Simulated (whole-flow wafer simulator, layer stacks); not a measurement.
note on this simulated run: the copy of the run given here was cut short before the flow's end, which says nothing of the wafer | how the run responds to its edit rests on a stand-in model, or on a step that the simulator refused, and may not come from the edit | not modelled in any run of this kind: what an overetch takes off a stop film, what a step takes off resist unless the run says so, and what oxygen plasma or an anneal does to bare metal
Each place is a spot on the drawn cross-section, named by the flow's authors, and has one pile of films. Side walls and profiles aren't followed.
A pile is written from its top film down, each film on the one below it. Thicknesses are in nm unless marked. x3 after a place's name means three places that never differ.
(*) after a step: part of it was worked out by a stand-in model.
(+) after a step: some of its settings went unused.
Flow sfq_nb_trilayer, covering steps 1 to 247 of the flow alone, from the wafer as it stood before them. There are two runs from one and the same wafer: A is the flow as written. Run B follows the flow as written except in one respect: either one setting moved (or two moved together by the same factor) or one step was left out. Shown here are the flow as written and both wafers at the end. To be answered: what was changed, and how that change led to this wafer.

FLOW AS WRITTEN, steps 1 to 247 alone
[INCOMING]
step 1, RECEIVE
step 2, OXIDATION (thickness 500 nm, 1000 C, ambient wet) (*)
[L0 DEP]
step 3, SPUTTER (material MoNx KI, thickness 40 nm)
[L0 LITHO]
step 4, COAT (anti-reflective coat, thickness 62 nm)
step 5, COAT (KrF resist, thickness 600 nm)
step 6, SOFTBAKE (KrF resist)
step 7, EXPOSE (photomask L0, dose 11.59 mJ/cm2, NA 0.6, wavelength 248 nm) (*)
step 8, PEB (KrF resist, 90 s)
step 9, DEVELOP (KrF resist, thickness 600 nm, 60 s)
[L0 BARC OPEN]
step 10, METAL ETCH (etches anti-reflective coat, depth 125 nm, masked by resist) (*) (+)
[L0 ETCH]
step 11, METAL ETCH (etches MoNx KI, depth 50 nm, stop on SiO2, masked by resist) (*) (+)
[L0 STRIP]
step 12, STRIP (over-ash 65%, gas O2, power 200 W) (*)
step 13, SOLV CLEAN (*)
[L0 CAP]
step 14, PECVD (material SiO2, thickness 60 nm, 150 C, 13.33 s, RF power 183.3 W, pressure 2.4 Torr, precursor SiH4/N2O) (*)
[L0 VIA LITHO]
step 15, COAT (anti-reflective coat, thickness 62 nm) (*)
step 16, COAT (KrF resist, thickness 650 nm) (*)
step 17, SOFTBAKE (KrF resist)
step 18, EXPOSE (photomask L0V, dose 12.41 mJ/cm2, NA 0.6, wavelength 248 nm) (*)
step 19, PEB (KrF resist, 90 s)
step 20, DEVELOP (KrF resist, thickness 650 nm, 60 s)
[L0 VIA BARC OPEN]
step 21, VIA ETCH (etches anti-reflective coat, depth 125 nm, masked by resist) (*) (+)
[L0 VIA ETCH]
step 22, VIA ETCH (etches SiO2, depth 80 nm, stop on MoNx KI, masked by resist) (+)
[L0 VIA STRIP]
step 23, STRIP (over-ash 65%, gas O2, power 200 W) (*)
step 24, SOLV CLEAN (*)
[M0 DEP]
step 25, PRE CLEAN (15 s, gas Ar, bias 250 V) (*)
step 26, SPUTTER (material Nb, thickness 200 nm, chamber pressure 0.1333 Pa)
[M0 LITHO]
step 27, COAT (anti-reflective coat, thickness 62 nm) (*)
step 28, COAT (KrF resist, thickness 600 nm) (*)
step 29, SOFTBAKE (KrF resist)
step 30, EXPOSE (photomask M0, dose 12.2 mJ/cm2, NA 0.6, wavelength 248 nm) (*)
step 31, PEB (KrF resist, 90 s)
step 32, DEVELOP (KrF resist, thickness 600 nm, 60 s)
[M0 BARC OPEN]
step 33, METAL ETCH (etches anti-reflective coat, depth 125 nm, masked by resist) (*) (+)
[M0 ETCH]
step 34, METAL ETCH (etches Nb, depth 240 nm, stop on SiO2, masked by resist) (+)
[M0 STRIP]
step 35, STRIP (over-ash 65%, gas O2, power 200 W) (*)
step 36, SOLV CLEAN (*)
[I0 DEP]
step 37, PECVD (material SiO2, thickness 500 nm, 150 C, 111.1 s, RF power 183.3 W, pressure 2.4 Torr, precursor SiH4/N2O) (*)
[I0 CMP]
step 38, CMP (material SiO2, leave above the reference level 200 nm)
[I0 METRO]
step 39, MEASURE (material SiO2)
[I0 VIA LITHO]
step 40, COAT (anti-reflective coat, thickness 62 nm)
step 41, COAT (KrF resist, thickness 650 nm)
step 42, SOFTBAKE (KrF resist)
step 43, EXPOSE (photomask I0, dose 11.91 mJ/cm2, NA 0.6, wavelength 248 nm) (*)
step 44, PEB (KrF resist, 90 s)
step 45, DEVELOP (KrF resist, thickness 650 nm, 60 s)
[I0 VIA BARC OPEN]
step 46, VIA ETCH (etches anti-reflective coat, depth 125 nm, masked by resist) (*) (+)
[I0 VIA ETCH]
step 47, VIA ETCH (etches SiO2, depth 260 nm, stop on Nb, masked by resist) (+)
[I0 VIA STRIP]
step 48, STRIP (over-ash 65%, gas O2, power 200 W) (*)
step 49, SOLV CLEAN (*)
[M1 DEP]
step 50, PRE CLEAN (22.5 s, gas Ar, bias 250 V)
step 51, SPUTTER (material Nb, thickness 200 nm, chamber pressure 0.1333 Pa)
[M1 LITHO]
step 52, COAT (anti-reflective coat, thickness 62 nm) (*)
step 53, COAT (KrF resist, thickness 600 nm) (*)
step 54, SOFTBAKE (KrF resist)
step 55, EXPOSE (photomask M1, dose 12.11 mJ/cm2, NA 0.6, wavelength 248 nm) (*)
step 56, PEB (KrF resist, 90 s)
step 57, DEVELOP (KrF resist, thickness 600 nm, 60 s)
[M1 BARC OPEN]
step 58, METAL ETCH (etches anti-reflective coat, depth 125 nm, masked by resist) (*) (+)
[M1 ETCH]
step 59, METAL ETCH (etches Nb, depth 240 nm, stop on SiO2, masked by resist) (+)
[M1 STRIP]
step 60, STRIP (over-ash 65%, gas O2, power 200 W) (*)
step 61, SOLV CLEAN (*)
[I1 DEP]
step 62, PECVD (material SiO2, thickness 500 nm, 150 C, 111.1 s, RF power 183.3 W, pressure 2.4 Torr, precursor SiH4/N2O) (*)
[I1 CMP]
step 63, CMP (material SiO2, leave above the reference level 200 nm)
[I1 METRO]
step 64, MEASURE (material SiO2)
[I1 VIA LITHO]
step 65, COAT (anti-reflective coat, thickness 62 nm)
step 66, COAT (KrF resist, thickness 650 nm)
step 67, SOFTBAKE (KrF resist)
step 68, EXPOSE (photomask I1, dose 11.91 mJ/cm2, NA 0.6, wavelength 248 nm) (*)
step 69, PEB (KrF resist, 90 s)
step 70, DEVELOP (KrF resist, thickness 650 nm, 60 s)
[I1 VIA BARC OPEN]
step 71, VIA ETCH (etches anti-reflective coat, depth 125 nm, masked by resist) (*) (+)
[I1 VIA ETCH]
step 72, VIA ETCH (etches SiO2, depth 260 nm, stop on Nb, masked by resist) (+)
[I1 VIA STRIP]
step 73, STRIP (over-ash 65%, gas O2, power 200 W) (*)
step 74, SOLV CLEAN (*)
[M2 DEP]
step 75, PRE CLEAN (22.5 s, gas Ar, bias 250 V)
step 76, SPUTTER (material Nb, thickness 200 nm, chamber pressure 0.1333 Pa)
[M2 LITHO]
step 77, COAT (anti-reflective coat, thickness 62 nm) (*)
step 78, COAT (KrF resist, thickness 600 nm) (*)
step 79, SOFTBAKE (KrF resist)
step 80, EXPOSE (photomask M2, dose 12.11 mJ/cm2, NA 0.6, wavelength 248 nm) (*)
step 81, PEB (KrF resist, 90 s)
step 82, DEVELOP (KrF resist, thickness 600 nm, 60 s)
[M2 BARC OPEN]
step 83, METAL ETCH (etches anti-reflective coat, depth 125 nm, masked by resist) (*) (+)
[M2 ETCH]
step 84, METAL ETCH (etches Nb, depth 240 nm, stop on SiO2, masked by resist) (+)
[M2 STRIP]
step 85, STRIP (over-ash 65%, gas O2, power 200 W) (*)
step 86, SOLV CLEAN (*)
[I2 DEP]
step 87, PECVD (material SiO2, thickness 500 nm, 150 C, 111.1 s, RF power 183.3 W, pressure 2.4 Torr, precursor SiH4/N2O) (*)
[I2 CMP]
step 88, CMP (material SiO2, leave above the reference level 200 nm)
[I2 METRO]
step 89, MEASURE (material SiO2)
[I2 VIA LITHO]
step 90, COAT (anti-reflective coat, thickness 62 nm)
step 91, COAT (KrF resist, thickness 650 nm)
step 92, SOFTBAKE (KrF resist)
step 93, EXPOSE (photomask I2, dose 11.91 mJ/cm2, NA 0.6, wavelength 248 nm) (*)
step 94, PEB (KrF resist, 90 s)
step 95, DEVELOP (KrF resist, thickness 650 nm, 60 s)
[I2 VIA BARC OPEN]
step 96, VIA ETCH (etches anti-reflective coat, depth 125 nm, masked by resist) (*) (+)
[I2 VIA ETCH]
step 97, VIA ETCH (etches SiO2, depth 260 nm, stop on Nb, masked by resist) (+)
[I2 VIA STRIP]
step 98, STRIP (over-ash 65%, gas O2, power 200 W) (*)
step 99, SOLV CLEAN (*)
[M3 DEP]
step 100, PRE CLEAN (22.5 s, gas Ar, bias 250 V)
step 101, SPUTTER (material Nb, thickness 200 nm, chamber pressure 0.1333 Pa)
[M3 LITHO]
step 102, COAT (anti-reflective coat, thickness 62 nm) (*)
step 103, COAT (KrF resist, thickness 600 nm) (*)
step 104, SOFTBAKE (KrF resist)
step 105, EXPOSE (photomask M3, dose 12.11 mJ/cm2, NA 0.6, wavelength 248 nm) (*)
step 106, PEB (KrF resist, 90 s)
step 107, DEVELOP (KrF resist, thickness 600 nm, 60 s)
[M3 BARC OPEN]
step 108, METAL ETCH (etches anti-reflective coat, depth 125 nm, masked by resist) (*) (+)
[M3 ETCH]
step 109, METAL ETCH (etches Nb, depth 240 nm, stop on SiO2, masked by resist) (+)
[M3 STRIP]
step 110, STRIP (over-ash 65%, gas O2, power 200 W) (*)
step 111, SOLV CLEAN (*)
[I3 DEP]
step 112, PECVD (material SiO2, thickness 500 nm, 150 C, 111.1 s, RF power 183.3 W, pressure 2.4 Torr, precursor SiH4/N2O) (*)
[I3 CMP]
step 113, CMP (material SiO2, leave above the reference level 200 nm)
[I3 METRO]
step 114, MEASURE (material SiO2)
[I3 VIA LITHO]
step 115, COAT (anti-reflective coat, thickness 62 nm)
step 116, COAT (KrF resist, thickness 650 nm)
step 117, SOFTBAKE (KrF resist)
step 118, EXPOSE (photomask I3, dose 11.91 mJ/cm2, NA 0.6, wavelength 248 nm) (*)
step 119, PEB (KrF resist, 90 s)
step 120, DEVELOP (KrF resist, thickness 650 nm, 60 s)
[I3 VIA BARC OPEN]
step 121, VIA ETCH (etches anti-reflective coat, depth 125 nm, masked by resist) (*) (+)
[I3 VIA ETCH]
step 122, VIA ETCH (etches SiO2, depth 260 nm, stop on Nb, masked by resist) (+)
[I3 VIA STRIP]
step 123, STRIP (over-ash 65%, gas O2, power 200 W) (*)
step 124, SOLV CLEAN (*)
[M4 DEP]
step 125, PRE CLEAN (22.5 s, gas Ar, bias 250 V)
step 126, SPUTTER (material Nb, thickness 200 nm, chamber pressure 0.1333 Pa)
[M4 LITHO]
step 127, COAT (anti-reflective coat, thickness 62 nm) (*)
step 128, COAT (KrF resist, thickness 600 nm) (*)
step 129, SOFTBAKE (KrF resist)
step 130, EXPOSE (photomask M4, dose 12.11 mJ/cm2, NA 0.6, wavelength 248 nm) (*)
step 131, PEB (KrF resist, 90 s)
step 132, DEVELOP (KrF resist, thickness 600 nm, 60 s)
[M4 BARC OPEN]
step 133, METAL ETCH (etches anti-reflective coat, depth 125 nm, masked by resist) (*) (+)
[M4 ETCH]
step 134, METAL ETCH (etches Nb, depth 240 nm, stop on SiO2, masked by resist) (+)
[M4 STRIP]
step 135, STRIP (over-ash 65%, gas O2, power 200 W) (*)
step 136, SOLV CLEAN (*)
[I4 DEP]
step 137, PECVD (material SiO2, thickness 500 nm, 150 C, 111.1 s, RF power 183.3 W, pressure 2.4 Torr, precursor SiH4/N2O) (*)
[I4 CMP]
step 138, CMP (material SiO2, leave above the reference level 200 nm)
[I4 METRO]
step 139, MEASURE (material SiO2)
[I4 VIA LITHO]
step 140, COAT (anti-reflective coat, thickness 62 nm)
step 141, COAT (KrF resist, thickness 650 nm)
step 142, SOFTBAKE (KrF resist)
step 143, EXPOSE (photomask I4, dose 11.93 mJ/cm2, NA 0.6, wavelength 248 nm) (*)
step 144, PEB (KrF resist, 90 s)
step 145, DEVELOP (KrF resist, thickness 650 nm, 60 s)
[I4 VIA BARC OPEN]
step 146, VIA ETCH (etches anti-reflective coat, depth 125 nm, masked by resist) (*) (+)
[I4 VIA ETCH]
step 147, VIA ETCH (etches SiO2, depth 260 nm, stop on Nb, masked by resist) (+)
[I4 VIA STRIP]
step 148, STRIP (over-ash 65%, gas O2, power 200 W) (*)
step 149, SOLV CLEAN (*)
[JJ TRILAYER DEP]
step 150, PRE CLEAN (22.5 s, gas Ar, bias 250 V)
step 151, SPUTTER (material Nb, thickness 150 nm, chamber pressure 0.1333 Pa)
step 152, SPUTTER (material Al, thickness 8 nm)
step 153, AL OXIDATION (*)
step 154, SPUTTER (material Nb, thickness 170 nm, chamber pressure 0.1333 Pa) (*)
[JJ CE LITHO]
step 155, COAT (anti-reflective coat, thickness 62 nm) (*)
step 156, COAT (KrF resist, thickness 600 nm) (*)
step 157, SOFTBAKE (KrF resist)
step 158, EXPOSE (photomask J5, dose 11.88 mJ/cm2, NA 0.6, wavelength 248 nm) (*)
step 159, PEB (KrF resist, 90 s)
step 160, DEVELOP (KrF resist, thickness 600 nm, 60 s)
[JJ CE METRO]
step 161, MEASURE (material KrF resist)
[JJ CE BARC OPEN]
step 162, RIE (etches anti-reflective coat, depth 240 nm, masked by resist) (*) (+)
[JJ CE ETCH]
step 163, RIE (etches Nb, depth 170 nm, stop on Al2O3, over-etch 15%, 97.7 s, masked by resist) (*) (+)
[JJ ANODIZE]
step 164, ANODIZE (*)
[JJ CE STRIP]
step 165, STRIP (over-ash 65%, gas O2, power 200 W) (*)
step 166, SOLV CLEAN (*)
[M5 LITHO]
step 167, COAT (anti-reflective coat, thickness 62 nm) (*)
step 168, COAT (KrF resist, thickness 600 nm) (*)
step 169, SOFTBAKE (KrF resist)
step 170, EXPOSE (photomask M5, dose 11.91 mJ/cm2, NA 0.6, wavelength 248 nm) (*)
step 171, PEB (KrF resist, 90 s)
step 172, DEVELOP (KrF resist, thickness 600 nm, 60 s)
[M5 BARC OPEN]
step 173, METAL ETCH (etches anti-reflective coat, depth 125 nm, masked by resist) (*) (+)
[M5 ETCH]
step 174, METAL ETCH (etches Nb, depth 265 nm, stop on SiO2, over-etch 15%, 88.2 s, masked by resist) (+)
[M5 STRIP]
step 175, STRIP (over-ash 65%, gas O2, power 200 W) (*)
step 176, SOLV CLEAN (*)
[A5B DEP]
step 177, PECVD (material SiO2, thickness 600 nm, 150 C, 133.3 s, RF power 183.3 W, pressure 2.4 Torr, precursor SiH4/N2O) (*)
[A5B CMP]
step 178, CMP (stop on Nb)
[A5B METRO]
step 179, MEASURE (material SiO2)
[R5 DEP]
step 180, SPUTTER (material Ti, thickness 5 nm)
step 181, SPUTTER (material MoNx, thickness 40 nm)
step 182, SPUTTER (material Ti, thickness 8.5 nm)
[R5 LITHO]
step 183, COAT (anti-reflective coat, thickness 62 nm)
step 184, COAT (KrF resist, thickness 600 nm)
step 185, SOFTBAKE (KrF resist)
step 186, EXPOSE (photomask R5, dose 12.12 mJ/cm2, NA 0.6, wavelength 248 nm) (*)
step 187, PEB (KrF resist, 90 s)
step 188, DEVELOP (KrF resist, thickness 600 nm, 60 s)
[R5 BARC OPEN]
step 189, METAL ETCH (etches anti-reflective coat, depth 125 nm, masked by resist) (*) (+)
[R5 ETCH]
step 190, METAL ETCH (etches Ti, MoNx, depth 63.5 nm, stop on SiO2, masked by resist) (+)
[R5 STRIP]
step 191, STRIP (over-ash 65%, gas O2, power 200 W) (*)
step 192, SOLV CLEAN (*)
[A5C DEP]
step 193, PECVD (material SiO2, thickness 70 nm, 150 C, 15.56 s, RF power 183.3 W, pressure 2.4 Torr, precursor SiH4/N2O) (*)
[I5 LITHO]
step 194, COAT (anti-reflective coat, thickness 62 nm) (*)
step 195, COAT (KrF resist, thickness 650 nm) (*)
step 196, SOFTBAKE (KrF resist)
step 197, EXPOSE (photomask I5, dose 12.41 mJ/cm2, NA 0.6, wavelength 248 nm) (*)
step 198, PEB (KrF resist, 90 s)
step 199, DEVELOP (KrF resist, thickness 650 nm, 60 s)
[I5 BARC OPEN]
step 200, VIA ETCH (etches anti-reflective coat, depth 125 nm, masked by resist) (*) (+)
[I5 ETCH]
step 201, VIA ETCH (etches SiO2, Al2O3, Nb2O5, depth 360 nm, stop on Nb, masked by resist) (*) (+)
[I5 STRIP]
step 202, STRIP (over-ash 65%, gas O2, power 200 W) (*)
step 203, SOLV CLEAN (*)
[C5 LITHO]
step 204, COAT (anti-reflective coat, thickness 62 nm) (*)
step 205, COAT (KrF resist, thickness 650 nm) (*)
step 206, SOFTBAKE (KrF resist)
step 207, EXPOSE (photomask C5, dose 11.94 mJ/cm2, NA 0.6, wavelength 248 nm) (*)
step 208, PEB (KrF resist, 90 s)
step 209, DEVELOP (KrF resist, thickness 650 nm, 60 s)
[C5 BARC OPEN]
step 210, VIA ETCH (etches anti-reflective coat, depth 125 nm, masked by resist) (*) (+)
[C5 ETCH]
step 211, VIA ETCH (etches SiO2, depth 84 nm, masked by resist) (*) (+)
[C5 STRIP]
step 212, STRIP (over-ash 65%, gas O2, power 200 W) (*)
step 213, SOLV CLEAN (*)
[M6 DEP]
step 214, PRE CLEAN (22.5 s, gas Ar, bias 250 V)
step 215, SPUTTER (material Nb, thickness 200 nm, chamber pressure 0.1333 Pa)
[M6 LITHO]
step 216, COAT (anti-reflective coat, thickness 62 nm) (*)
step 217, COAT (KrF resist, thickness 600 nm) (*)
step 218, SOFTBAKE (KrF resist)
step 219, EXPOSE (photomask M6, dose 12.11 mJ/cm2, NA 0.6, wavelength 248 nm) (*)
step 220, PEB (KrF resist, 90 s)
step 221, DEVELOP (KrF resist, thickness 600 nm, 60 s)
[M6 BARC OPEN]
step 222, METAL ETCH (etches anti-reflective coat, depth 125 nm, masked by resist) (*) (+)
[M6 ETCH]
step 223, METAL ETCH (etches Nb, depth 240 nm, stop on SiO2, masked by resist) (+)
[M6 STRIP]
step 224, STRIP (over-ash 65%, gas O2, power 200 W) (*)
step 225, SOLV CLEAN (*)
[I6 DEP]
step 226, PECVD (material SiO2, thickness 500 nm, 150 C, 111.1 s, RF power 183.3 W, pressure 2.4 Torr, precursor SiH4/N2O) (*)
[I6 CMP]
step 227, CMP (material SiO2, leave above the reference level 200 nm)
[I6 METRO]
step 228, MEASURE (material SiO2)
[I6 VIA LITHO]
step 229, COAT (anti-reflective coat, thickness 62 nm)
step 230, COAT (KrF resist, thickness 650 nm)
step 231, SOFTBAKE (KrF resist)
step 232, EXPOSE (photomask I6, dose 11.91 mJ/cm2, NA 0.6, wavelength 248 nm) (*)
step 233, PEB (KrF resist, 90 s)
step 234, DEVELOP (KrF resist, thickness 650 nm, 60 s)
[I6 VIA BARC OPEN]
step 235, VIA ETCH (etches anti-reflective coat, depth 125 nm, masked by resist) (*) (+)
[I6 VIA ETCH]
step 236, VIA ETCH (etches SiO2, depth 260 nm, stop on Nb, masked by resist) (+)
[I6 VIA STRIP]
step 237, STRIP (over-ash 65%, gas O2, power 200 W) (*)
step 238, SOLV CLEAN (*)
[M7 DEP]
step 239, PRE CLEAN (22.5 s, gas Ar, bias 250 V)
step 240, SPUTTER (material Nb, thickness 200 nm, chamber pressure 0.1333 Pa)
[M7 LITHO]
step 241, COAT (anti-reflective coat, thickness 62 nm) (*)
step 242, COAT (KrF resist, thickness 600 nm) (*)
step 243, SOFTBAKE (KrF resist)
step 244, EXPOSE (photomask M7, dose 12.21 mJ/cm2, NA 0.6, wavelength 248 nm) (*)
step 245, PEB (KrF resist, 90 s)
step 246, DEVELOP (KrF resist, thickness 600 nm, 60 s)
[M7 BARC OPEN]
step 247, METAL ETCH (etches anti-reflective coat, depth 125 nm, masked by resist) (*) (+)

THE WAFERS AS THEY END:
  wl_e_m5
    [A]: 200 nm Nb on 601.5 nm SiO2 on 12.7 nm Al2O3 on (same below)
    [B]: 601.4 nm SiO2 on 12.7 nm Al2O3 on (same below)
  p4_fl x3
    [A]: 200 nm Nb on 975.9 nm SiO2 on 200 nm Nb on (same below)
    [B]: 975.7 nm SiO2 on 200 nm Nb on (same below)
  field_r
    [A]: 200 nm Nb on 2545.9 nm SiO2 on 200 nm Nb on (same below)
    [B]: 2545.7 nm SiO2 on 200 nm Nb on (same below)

Cause: step 240, SPUTTER: material Nb, thickness 200 nm, chamber pressure 0.1333 Pa, was skipped.

Step by step, how the change led to this:
  step 241, COAT (anti-reflective coat, thickness 62 nm) (*)
      via_v: A +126 anti-reflective coat (new film) | B +112.6 anti-reflective coat (new film)
      wire: A +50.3 anti-reflective coat (new film) | B +49.1 anti-reflective coat (new film)
  step 242, COAT (KrF resist, thickness 600 nm) (*)
      via_v: A +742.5 KrF resist (new film) | B +720.6 KrF resist (new film)
With metal films that touch counted as one body, wl_e_m5 has 6 bodies (between them, from the top down: SiO2 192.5; SiO2 192.5; SiO2 192.5; SiO2 192.5; SiO2 192.5); the flow as written gives 7 bodies (between them, from the top down: SiO2 601.5 / Al2O3 12.7 / Nb2O5 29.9; SiO2 192.5; SiO2 192.5; SiO2 192.5; SiO2 192.5; SiO2 192.5).
With metal films that touch counted as one body, p4_fl x3 has 2 bodies (between them, from the top down: SiO2 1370); the flow as written gives 3 bodies (between them, from the top down: SiO2 975.9; SiO2 1370).
With metal films that touch counted as one body, field_r has 1 body; the flow as written gives 2 bodies (between them, from the top down: SiO2 2545.9).
